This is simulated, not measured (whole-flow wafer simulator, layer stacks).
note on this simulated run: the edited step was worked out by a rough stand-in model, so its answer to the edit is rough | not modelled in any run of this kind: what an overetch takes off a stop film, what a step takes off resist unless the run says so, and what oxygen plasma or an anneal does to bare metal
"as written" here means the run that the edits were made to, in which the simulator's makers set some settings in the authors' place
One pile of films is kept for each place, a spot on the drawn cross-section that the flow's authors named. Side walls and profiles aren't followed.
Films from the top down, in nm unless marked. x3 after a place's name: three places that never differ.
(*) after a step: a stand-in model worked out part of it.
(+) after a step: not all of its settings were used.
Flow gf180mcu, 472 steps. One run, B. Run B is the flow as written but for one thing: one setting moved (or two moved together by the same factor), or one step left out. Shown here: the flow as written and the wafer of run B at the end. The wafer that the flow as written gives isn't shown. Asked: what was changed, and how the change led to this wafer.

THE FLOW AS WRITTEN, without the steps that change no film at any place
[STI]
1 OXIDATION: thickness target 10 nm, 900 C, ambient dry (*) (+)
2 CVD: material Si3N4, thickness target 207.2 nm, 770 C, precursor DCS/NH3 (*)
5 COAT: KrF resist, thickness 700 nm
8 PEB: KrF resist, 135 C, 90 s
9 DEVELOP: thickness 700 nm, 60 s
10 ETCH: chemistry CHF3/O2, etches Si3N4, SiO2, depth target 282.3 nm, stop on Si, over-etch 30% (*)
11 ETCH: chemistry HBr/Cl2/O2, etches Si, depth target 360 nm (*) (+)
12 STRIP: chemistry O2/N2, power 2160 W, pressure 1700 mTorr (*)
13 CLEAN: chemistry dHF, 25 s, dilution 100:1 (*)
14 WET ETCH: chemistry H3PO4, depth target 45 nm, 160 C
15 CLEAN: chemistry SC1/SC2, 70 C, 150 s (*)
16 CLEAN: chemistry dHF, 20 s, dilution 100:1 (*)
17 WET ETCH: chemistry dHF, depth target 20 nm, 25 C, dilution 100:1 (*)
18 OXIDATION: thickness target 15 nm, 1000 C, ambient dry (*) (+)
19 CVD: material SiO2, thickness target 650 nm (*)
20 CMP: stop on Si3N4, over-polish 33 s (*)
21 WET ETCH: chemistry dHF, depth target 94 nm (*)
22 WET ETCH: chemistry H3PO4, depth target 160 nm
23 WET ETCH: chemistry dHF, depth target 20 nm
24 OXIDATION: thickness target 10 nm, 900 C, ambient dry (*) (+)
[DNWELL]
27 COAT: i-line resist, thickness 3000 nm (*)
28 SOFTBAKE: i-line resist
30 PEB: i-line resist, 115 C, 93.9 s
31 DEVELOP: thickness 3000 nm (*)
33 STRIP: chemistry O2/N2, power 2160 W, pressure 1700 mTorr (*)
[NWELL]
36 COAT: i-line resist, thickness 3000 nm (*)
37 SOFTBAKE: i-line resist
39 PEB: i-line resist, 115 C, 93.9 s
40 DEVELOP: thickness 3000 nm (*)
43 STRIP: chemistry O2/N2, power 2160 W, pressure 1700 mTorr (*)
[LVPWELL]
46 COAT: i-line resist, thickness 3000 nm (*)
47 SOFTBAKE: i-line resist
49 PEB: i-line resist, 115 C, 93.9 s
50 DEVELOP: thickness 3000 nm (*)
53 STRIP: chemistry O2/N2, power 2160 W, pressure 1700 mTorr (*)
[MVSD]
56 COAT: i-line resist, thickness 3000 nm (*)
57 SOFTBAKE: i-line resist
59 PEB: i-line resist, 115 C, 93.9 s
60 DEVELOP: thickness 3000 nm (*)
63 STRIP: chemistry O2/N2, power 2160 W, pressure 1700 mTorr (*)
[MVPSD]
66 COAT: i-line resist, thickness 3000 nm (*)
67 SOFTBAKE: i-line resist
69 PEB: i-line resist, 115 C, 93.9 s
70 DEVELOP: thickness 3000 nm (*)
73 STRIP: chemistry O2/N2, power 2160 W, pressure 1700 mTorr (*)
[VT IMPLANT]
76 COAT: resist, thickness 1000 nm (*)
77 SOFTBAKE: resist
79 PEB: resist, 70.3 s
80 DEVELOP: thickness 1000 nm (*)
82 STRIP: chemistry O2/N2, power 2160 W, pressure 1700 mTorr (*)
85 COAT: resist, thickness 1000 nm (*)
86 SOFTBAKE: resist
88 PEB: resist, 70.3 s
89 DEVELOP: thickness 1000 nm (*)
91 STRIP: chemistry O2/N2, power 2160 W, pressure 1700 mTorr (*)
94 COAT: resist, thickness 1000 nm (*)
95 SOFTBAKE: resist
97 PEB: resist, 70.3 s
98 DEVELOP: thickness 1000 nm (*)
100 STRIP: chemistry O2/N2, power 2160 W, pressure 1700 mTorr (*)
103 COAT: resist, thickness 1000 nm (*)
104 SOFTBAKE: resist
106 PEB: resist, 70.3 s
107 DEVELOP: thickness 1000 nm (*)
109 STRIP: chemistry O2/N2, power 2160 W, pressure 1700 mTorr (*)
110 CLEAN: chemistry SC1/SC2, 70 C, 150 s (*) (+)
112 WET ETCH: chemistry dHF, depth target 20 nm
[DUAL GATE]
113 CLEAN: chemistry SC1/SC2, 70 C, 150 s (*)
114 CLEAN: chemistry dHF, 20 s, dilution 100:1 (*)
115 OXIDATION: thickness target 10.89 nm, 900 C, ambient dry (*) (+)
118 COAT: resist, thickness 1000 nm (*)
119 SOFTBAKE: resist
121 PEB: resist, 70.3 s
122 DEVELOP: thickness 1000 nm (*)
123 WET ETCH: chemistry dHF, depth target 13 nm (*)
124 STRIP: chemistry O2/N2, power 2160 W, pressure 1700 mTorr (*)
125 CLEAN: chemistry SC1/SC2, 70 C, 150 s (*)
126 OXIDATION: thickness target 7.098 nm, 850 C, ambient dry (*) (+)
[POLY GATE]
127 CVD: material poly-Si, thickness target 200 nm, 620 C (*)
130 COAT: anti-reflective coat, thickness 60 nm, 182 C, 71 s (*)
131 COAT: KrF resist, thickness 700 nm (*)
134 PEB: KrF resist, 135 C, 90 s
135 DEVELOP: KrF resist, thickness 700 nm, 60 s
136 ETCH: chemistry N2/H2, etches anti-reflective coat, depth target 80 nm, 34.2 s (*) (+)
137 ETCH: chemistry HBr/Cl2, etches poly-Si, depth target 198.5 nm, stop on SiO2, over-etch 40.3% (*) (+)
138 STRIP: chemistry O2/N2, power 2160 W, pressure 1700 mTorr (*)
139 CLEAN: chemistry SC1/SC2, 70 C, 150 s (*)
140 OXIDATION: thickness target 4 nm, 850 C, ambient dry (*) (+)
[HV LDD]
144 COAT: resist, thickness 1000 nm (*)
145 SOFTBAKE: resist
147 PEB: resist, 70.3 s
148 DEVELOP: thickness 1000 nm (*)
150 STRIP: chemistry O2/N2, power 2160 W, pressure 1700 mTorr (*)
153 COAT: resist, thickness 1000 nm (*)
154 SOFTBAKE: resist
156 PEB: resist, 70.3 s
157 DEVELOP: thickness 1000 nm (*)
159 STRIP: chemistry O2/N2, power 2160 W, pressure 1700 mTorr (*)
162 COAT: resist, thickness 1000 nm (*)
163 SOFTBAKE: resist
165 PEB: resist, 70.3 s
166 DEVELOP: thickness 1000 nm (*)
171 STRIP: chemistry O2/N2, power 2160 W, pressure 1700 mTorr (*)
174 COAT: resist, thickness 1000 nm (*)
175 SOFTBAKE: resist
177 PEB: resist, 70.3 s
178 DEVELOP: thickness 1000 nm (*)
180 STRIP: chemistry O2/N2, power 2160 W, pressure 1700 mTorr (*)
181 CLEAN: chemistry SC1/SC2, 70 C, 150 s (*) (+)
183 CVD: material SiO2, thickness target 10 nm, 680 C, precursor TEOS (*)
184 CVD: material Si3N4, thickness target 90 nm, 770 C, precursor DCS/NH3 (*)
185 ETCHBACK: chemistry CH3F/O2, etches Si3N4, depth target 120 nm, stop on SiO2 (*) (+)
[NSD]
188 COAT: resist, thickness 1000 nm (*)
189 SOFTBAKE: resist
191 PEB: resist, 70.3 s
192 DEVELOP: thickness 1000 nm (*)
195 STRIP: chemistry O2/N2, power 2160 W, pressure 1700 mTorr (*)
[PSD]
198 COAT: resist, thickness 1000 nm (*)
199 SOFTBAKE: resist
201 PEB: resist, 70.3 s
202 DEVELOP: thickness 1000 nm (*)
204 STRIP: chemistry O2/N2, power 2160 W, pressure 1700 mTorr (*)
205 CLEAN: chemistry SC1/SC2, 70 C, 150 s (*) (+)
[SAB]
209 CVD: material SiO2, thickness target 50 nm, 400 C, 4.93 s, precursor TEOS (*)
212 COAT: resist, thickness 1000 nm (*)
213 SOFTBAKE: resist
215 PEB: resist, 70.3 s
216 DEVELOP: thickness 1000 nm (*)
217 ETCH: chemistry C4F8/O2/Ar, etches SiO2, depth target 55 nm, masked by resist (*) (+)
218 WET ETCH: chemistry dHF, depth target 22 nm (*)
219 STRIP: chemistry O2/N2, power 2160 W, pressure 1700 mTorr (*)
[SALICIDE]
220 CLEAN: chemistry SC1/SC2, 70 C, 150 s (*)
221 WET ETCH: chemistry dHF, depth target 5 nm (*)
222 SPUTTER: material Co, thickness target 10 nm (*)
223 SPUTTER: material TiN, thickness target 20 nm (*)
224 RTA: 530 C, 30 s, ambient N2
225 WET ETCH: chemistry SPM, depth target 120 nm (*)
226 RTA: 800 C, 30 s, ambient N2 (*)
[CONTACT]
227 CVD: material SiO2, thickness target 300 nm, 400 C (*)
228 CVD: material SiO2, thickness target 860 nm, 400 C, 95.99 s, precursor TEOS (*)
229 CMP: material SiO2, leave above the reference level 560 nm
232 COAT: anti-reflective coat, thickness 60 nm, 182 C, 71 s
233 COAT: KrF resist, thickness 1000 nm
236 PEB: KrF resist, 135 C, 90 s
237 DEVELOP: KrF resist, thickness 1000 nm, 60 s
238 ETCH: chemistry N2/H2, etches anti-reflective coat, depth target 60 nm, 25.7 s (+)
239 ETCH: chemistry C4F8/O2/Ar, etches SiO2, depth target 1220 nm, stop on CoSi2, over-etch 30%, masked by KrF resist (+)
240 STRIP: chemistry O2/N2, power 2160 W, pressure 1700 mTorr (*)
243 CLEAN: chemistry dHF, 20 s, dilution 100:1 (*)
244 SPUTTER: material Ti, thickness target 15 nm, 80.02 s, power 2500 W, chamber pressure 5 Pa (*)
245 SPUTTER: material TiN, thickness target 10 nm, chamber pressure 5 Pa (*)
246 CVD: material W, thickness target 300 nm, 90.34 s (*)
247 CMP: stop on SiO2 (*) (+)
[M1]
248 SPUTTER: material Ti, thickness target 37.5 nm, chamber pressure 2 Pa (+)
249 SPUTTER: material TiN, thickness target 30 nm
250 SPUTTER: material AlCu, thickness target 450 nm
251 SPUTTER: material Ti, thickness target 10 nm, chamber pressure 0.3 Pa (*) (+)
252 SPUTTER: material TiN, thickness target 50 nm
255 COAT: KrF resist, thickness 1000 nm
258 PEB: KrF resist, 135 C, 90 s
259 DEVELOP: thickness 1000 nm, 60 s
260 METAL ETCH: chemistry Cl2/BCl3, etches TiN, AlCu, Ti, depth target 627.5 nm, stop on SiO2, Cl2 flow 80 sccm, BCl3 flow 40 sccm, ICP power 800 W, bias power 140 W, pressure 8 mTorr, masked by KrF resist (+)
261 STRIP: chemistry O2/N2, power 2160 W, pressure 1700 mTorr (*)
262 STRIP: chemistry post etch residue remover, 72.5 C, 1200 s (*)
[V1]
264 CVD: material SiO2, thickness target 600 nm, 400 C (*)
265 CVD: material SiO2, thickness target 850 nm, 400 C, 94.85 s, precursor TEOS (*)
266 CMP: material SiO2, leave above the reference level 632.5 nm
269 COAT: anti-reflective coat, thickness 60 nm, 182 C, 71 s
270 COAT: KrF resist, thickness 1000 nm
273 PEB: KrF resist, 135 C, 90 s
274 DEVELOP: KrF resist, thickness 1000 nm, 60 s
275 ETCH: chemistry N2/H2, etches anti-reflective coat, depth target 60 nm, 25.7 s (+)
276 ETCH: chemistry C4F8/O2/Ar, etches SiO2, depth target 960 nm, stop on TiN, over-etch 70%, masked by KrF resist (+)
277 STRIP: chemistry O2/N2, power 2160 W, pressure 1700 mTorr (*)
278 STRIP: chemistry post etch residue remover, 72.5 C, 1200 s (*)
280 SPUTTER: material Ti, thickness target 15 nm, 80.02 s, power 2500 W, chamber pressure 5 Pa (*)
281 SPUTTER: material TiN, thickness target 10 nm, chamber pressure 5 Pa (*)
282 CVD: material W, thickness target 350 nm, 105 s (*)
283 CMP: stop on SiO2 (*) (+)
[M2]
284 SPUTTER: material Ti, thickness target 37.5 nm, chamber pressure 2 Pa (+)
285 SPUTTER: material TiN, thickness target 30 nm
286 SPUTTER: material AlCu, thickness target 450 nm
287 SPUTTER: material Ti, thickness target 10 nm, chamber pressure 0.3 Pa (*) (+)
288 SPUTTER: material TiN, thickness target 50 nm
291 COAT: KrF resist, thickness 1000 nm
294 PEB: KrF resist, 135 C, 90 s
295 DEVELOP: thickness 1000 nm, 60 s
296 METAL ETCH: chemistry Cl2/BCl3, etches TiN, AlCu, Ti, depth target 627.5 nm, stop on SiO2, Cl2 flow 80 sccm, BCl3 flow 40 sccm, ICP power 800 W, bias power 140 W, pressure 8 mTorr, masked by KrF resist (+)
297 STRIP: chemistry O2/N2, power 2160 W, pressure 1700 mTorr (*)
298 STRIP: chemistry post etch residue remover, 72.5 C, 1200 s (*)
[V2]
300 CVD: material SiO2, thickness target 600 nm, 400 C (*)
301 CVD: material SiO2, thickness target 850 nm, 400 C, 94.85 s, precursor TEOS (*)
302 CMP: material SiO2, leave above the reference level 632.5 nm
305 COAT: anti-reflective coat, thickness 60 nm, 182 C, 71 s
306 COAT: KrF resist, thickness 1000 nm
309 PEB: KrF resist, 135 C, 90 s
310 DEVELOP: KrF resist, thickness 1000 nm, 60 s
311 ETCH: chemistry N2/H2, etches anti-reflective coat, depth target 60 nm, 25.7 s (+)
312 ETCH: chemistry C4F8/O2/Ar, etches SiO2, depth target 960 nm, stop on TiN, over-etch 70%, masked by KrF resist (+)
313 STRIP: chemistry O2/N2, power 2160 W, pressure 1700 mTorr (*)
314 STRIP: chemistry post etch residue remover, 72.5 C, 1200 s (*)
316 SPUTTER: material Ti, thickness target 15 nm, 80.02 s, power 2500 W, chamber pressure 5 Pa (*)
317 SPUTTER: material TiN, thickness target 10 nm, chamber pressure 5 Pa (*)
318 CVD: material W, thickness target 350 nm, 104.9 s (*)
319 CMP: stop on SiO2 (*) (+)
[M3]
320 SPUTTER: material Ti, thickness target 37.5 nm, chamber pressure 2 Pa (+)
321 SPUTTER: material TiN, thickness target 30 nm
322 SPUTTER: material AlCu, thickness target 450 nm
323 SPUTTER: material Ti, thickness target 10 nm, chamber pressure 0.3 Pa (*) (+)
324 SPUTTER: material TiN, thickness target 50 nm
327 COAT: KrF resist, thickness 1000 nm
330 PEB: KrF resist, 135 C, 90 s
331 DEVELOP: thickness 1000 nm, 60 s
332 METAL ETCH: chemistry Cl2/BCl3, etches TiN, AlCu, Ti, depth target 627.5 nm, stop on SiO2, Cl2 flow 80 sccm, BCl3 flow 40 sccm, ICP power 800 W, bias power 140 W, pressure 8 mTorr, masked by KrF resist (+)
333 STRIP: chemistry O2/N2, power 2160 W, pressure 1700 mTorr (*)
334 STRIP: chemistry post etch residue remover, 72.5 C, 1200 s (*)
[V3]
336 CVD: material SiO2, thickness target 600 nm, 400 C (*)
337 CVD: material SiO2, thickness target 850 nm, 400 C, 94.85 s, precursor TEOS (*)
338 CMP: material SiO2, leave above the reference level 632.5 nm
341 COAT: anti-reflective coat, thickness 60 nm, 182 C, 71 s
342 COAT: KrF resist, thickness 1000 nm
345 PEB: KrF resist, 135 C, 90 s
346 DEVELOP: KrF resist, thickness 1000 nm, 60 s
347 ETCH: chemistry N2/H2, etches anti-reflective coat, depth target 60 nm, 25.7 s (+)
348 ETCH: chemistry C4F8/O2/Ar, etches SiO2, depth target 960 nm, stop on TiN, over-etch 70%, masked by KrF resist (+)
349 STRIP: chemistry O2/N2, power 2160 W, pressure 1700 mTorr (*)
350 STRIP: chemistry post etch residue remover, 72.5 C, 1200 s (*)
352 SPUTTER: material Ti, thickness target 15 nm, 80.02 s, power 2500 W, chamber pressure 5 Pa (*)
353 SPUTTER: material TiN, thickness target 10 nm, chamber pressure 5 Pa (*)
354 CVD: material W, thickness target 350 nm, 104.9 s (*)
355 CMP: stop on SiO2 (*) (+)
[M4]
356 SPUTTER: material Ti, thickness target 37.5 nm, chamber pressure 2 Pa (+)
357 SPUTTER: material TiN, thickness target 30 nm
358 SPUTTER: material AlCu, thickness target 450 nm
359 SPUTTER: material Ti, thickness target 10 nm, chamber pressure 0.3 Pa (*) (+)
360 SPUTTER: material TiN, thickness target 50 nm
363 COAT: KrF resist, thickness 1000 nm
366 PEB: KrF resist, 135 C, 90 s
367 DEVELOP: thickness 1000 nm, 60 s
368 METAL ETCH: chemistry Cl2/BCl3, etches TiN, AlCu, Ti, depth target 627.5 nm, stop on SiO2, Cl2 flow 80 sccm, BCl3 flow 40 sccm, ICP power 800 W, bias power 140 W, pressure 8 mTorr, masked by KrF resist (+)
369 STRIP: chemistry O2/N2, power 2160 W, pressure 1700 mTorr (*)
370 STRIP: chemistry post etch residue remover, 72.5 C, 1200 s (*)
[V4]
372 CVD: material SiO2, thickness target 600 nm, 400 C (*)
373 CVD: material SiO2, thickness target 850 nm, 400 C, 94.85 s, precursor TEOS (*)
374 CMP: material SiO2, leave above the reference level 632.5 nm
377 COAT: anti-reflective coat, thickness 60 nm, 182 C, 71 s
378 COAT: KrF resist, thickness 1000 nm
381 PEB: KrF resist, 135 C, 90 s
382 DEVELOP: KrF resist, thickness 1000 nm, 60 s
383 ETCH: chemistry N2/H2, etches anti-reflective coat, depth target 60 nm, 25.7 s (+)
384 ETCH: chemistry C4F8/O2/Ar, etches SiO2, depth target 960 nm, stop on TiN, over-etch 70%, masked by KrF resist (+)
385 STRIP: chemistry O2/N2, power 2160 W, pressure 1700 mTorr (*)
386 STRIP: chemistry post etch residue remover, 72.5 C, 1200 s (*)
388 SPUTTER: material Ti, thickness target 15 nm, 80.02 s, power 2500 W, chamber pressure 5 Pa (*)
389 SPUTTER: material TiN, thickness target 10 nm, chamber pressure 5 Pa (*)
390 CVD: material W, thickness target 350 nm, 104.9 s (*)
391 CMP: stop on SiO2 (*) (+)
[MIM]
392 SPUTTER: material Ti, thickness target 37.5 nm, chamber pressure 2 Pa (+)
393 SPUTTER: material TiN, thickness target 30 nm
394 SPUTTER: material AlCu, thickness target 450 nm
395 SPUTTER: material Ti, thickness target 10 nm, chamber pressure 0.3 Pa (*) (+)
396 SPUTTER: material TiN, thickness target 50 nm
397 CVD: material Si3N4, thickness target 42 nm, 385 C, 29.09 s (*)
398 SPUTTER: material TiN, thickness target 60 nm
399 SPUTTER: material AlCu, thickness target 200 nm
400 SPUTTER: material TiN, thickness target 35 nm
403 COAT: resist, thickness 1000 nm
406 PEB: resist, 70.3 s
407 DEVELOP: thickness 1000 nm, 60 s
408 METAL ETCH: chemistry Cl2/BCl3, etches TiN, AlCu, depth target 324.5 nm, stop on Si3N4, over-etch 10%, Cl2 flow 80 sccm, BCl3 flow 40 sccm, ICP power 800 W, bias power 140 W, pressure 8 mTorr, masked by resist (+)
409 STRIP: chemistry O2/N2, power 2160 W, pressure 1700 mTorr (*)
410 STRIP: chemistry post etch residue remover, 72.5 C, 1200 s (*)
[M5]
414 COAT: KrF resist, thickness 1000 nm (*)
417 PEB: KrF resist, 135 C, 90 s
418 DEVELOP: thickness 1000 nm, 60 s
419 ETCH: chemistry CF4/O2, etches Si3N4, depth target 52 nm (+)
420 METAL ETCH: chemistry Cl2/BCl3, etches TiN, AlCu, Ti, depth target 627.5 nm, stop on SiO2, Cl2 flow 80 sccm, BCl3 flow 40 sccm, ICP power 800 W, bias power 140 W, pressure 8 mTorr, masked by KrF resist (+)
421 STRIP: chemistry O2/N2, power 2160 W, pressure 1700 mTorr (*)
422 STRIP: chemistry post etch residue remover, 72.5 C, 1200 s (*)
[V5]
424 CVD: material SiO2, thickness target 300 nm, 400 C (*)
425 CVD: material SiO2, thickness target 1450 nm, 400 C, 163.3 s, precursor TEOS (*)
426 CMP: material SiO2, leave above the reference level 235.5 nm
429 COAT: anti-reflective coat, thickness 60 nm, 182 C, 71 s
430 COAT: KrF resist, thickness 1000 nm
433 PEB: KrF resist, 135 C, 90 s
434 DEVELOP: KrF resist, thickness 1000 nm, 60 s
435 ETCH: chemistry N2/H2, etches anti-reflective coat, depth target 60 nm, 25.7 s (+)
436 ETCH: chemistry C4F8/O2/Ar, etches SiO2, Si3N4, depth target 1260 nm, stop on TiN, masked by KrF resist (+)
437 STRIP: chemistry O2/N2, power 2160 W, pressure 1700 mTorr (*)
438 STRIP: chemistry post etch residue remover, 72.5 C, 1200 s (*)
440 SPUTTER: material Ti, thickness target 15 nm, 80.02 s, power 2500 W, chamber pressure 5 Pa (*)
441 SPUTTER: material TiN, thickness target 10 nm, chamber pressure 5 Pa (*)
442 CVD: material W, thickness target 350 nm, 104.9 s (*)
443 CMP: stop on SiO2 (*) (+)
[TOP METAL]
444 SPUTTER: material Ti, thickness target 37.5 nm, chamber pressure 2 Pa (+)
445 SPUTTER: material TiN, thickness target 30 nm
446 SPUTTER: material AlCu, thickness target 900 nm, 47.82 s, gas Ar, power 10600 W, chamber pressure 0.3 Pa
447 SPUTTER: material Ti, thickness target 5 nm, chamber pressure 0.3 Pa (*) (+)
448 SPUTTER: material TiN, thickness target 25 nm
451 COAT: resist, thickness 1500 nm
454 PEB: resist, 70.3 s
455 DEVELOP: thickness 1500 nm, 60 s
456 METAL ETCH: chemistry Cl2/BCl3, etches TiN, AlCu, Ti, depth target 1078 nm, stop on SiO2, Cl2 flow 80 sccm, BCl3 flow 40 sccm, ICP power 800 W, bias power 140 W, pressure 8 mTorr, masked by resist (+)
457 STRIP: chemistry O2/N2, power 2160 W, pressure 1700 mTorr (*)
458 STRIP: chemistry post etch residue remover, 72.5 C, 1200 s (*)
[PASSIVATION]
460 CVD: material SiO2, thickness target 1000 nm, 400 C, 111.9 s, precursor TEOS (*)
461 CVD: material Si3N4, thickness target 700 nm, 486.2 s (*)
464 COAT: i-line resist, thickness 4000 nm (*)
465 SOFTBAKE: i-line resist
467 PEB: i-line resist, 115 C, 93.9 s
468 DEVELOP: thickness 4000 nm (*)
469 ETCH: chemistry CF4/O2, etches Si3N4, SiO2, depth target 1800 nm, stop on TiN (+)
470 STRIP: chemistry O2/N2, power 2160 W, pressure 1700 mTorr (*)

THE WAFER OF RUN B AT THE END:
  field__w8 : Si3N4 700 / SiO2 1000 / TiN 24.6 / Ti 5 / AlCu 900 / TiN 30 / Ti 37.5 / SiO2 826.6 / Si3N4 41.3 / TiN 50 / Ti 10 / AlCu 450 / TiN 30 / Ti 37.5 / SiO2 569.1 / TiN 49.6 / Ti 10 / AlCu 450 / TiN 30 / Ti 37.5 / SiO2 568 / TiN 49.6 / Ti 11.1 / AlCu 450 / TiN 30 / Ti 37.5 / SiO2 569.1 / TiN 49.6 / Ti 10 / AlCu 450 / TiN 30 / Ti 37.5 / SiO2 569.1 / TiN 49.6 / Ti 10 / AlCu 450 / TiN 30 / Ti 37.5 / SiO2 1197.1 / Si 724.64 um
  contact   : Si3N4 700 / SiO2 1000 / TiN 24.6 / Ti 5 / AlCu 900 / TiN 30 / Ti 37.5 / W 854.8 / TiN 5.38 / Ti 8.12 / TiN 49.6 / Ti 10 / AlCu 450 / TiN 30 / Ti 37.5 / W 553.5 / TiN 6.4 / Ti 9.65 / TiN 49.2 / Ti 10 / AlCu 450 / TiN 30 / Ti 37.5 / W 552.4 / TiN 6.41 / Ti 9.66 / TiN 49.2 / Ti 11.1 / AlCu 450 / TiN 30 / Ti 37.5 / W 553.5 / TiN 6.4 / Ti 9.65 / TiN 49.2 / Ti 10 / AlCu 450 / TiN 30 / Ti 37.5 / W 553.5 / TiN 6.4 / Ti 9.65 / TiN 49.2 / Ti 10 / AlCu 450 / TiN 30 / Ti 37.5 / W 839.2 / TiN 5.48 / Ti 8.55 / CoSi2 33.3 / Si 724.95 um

The cause: step 323, SPUTTER: thickness target 11.1 nm was run, where the flow has thickness target 10 nm.
It can be read off the wafer: field__w8 has Ti 11.1, and step 323 as written asks for 10 nm.

How the change led to this, step by step:
  323 SPUTTER: material Ti, thickness target 10 nm, chamber pressure 0.3 Pa (*) (+)
      field, field__w1, field__w2 and 108 more: Ti +11.1 (new film) (as written it would be: Ti +10 (new film))
  332 METAL ETCH: chemistry Cl2/BCl3, etches TiN, AlCu, Ti, depth target 627.5 nm, stop on SiO2, Cl2 flow 80 sccm, BCl3 flow 40 sccm, ICP power 800 W, bias power 140 W, pressure 8 mTorr, masked by KrF resist (+)
      field, field__w1, field__w2 and 103 more: TiN -50 (all of it), Ti -11.1 (all of it), AlCu -450 (all of it), TiN -30 (all of it), Ti -37.5 (all of it) (as written it would be: TiN -50 (all of it), Ti -10 (all of it), AlCu -450 (all of it), TiN -30 (all of it), Ti -37.5 (all of it))
